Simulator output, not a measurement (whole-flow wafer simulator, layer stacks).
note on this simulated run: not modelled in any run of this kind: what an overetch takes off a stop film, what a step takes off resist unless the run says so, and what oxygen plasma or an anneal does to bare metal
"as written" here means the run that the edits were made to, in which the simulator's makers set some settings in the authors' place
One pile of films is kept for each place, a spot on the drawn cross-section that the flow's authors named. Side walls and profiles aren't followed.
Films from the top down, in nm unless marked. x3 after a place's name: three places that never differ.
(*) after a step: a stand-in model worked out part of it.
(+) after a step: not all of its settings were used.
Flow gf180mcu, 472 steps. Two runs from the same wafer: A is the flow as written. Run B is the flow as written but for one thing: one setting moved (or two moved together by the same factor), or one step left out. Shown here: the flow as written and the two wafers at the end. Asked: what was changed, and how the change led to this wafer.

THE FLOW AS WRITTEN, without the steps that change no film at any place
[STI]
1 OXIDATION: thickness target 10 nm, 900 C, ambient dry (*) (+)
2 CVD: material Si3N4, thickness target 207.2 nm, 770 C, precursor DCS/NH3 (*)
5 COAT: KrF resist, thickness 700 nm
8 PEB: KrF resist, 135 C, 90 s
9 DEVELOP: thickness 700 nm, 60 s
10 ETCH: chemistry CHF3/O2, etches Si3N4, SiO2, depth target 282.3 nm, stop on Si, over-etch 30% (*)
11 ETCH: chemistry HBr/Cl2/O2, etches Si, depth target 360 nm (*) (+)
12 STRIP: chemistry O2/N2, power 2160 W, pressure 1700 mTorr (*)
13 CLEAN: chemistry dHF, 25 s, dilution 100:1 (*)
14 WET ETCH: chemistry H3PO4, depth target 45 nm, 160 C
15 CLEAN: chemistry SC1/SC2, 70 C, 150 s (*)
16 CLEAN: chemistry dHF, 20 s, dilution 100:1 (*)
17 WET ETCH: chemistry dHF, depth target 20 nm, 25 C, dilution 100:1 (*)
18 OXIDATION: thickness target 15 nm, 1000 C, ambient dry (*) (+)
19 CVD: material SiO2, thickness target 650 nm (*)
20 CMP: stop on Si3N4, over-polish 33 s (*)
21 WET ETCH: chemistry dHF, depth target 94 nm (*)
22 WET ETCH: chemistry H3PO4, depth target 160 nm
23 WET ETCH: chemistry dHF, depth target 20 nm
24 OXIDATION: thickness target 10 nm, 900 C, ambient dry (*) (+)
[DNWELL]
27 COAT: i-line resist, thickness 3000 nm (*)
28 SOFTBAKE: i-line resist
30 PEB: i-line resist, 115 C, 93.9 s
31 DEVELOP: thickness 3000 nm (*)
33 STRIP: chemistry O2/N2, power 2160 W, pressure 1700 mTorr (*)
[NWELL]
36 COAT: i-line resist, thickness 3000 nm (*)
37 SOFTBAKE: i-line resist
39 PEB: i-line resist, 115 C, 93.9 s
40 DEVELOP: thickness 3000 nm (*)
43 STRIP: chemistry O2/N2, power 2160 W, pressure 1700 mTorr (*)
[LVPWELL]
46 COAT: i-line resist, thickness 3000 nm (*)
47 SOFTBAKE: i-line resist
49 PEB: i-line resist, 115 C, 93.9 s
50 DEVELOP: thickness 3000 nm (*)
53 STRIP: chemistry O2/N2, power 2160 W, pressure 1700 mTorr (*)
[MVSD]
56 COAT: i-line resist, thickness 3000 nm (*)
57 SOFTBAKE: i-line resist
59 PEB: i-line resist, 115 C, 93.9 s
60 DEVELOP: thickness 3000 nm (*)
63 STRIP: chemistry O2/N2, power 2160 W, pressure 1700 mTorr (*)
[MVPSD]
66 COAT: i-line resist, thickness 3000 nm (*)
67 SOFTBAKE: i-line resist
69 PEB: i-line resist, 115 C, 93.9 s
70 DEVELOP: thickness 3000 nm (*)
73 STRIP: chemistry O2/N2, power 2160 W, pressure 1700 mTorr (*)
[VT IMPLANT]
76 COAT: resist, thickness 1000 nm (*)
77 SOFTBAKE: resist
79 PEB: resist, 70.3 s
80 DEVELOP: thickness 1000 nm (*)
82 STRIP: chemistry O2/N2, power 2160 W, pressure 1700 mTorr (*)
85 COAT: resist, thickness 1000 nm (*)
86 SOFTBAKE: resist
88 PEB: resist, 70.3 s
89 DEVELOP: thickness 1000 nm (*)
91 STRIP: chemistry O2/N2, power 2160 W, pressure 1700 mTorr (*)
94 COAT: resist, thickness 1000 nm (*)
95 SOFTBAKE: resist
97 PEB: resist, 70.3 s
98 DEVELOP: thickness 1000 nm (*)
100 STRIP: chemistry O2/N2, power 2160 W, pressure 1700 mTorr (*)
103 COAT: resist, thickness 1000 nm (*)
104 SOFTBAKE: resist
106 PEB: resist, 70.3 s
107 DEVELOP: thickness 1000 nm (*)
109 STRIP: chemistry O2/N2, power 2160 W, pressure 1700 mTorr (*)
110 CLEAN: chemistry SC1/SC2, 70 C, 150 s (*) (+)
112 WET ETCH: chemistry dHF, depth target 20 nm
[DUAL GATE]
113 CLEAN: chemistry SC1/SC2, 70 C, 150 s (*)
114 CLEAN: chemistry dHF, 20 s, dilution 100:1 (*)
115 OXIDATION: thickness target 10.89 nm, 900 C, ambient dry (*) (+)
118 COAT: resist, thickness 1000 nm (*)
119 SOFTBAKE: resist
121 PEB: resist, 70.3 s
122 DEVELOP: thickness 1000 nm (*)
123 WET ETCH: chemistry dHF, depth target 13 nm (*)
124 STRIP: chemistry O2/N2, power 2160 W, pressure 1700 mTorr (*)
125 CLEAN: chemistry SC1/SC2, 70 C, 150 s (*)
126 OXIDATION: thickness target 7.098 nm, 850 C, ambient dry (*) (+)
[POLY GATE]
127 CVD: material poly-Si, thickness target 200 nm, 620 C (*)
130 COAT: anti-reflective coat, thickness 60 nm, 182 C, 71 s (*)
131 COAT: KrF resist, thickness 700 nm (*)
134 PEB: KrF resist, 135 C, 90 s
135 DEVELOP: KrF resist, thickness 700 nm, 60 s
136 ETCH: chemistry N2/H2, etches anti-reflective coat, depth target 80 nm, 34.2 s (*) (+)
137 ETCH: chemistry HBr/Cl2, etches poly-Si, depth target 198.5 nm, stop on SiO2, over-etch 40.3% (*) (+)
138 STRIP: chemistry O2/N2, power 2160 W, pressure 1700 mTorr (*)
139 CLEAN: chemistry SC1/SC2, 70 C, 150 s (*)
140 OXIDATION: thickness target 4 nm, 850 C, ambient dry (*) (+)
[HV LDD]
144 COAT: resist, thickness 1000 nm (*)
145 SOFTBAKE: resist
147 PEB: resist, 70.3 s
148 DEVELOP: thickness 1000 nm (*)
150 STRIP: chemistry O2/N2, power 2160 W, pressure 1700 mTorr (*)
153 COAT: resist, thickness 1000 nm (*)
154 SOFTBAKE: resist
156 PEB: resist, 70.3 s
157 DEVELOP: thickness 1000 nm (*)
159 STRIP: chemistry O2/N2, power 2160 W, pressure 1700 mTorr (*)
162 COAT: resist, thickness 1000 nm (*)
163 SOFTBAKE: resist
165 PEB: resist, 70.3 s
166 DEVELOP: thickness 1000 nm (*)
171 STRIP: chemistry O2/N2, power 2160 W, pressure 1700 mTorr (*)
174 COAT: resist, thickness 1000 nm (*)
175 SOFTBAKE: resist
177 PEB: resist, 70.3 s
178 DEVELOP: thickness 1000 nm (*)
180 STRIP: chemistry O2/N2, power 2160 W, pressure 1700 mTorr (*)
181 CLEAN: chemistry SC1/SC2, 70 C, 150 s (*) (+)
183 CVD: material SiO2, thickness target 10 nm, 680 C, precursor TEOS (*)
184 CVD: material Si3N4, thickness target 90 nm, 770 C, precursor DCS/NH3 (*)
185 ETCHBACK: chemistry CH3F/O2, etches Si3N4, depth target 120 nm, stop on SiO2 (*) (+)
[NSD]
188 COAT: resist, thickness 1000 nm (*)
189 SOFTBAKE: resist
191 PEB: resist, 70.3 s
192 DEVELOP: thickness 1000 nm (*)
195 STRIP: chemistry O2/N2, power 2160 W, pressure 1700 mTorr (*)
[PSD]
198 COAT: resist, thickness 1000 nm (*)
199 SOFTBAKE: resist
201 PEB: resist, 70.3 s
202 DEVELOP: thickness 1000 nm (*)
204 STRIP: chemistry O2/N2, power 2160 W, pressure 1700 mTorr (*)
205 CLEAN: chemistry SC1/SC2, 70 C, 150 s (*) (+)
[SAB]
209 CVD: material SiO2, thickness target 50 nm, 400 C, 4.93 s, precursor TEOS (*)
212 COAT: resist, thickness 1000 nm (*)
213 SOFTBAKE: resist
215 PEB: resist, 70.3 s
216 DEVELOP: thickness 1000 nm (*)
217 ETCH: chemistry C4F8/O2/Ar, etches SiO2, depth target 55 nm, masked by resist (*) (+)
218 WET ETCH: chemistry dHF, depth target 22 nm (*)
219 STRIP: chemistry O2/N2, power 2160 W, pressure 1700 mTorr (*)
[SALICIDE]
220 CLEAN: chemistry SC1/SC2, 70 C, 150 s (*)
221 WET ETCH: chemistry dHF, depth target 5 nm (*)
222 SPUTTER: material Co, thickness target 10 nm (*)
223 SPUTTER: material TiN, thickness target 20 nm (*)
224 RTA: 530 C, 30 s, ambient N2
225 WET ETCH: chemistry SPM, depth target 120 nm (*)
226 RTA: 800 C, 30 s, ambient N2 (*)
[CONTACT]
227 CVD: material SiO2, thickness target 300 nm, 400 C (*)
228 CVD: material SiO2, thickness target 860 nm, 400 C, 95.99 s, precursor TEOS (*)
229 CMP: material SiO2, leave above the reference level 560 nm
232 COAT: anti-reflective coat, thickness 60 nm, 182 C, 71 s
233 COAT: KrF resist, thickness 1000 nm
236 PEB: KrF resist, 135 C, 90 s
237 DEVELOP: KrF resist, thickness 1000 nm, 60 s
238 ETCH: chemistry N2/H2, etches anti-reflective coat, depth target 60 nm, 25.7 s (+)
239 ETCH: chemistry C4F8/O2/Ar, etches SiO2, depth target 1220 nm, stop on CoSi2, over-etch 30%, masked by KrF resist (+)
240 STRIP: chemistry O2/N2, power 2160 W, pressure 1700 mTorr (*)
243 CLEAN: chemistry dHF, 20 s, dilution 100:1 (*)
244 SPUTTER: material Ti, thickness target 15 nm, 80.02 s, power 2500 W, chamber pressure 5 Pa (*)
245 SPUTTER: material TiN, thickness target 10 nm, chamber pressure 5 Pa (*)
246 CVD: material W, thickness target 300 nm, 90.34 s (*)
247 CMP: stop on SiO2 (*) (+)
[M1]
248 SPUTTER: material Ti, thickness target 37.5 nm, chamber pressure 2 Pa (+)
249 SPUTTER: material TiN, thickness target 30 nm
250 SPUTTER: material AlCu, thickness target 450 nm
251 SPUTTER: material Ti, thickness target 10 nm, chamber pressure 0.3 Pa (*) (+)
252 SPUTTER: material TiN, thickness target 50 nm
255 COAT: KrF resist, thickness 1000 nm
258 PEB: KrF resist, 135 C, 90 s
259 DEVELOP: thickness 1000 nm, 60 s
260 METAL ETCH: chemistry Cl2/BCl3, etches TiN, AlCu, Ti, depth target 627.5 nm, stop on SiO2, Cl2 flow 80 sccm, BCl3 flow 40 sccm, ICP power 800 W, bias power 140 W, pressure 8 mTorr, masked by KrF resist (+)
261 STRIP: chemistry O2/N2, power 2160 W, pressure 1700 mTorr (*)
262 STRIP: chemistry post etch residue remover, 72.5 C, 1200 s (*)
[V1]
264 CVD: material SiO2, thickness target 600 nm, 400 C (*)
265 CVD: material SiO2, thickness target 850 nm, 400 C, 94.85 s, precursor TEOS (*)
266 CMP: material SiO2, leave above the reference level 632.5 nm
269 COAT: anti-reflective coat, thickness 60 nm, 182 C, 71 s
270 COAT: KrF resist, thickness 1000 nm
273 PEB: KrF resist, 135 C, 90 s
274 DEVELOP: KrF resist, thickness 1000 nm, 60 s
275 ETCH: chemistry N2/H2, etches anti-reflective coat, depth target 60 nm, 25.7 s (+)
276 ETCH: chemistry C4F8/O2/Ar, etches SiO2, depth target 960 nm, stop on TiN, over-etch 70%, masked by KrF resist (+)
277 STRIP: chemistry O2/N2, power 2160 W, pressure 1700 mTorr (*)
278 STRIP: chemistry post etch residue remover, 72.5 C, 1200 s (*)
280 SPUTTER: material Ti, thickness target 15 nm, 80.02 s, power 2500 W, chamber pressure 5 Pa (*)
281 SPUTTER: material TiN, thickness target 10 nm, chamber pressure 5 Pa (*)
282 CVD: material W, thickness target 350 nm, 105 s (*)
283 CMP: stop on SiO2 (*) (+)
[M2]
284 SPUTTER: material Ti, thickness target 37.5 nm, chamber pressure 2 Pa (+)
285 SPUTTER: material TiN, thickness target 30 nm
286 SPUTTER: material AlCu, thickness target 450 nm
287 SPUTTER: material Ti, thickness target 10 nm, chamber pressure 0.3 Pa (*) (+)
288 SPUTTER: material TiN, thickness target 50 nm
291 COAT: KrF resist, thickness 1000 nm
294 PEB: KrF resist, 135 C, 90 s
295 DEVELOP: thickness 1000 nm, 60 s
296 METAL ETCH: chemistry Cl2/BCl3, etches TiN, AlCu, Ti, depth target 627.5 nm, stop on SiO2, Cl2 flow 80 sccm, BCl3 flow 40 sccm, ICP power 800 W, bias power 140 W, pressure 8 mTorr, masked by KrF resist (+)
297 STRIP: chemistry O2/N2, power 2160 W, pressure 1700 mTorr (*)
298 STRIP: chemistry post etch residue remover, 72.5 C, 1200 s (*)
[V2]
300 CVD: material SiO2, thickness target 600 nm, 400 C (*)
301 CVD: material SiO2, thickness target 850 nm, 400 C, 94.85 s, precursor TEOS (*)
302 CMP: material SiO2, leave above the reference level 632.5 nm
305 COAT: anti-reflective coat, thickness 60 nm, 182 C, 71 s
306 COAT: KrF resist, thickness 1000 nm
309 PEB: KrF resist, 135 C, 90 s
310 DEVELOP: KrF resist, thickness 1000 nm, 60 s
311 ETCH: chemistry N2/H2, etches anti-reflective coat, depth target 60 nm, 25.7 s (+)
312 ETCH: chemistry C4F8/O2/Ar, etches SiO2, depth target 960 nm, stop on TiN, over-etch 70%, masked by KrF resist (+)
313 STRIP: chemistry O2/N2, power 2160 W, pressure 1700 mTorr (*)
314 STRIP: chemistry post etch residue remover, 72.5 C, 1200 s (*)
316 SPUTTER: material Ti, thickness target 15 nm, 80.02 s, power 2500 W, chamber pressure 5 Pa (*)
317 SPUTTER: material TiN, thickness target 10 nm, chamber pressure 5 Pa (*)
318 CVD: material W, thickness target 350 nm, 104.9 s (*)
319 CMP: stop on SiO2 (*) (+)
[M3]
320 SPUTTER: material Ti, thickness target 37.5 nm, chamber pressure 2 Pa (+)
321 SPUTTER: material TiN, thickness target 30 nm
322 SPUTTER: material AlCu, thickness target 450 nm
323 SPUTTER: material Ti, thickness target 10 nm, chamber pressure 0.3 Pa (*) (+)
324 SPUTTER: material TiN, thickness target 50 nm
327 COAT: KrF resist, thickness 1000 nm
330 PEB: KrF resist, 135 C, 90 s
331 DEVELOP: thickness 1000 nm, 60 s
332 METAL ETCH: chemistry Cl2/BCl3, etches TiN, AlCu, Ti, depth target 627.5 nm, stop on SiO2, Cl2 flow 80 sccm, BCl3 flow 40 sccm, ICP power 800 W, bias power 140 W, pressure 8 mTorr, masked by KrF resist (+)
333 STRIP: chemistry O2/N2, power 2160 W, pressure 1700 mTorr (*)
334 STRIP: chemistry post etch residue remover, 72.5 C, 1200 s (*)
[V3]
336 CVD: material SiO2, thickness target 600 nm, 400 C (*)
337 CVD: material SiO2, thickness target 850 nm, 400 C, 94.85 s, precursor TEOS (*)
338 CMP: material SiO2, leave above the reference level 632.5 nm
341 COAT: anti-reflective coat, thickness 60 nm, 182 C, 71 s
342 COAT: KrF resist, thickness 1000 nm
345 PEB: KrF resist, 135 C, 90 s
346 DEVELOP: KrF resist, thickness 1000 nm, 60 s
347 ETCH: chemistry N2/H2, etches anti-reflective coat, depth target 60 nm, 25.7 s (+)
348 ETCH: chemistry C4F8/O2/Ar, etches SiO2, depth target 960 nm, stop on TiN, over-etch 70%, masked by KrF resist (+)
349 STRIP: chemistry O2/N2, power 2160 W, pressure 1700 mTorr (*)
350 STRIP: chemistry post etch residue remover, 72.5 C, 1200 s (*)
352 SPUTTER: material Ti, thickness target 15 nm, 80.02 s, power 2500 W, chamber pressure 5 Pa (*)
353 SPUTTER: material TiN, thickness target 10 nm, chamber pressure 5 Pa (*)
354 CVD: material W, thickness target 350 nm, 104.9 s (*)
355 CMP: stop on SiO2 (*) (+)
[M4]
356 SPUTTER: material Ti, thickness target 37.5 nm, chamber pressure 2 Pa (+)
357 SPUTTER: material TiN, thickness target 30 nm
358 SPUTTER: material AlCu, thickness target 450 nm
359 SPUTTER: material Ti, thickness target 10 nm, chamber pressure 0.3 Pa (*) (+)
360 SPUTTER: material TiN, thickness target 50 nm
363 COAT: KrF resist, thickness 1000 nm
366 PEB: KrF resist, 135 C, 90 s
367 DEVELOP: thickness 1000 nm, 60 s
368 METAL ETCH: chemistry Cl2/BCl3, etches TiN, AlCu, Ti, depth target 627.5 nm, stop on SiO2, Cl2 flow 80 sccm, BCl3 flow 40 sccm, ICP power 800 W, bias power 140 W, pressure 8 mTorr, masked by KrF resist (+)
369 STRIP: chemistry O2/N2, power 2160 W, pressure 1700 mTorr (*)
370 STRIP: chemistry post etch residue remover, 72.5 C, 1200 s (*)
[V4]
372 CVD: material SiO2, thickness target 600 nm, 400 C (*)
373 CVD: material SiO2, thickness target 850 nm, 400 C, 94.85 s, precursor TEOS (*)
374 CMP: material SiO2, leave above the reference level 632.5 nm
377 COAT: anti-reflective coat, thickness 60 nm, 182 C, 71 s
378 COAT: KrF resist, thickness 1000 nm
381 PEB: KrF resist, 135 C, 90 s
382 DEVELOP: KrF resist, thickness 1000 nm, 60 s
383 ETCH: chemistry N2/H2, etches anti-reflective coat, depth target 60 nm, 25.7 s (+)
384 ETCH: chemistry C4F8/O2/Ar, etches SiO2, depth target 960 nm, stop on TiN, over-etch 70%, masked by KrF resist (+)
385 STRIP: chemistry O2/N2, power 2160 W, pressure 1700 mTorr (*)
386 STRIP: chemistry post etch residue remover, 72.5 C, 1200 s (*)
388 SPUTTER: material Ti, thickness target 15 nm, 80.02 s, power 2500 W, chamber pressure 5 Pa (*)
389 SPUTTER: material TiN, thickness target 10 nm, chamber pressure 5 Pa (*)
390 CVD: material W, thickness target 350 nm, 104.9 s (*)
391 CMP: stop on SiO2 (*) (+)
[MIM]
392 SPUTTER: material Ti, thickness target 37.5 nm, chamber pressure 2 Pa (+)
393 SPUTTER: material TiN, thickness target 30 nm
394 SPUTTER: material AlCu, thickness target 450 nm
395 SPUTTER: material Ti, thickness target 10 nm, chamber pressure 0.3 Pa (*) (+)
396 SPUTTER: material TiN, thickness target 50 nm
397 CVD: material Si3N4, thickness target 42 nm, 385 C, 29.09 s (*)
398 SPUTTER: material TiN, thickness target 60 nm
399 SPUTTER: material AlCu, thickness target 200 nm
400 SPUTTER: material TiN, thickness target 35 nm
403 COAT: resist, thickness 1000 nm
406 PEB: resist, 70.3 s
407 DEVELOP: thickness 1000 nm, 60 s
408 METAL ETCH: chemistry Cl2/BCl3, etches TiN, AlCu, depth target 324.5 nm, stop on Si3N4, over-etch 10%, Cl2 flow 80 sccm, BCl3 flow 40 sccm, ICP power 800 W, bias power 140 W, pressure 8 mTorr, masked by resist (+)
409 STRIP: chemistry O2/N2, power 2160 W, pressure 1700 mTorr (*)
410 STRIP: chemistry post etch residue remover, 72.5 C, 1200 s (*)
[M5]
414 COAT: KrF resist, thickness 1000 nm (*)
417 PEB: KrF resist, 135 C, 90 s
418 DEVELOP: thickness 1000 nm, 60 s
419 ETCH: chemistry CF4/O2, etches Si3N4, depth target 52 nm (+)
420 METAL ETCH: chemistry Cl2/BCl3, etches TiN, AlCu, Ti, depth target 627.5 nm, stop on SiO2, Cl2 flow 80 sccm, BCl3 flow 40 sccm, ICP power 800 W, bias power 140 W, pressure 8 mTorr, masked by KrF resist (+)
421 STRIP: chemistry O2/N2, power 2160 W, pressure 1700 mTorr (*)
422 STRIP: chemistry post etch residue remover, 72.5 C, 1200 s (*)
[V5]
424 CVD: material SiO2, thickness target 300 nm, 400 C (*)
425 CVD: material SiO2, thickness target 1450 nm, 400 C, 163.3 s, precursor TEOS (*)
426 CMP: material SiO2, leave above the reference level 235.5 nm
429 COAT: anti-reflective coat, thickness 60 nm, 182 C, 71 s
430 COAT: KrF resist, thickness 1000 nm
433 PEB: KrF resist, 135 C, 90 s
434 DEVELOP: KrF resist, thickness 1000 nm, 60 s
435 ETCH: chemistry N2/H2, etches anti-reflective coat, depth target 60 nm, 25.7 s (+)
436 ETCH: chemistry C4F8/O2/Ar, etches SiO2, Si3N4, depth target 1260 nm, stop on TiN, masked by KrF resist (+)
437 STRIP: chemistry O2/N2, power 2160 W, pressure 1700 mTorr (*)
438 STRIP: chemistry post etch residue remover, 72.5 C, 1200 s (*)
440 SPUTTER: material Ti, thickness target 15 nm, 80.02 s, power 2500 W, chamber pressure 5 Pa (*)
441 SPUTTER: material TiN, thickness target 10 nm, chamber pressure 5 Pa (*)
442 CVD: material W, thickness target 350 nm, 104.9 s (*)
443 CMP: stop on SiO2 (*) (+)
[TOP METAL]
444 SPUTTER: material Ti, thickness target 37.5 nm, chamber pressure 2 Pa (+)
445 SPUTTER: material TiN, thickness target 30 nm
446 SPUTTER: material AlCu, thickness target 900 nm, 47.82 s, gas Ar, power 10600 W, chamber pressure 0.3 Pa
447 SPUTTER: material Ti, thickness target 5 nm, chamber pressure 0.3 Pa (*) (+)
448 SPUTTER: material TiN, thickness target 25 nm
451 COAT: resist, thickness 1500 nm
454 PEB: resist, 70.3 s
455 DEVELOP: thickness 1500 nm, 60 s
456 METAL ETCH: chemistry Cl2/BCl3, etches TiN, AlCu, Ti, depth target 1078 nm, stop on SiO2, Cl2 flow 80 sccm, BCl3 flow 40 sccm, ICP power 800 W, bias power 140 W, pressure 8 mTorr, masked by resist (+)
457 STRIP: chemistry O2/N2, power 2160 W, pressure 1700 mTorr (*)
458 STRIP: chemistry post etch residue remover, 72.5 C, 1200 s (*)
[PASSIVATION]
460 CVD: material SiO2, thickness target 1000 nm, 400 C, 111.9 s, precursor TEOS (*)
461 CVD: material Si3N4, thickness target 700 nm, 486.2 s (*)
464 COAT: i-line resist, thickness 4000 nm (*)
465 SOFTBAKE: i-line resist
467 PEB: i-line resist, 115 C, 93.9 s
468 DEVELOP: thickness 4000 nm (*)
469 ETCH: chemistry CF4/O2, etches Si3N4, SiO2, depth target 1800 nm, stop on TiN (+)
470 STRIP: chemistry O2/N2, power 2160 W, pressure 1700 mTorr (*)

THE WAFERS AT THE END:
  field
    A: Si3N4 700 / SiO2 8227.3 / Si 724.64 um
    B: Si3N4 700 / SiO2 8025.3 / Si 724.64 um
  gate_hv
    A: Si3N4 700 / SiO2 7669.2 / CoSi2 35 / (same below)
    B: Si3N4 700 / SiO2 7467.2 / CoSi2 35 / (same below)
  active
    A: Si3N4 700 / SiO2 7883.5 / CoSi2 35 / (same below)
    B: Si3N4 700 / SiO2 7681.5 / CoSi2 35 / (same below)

The cause: step 322, SPUTTER: thickness target 248 nm was run, where the flow has thickness target 450 nm.

How the change led to this, step by step:
  322 SPUTTER: material AlCu, thickness target 450 nm
      field, field__w1, field__w2 and 108 more: A AlCu +450 (new film) | B AlCu +248 (new film)
  332 METAL ETCH: chemistry Cl2/BCl3, etches TiN, AlCu, Ti, depth target 627.5 nm, stop on SiO2, Cl2 flow 80 sccm, BCl3 flow 40 sccm, ICP power 800 W, bias power 140 W, pressure 8 mTorr, masked by KrF resist (+)
      field, field__w1, field__w2 and 103 more: A TiN -50 (all of it), Ti -10 (all of it), AlCu -450 (all of it), TiN -30 (all of it), Ti -37.5 (all of it) | B TiN -50 (all of it), Ti -10 (all of it), AlCu -248 (all of it), TiN -30 (all of it), Ti -37.5 (all of it)
      field__w8, contact, m1, m1__w1, m1_nw: A KrF resist -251 | B KrF resist -225.3
  333 STRIP: chemistry O2/N2, power 2160 W, pressure 1700 mTorr (*)
      field__w8, contact, m1, m1__w1, m1_nw: A KrF resist -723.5 (all of it) | B KrF resist -749.2 (all of it)
  338 CMP: material SiO2, leave above the reference level 632.5 nm
      field, field__w1, field__w2 and 103 more: A SiO2 -300 | B SiO2 -502
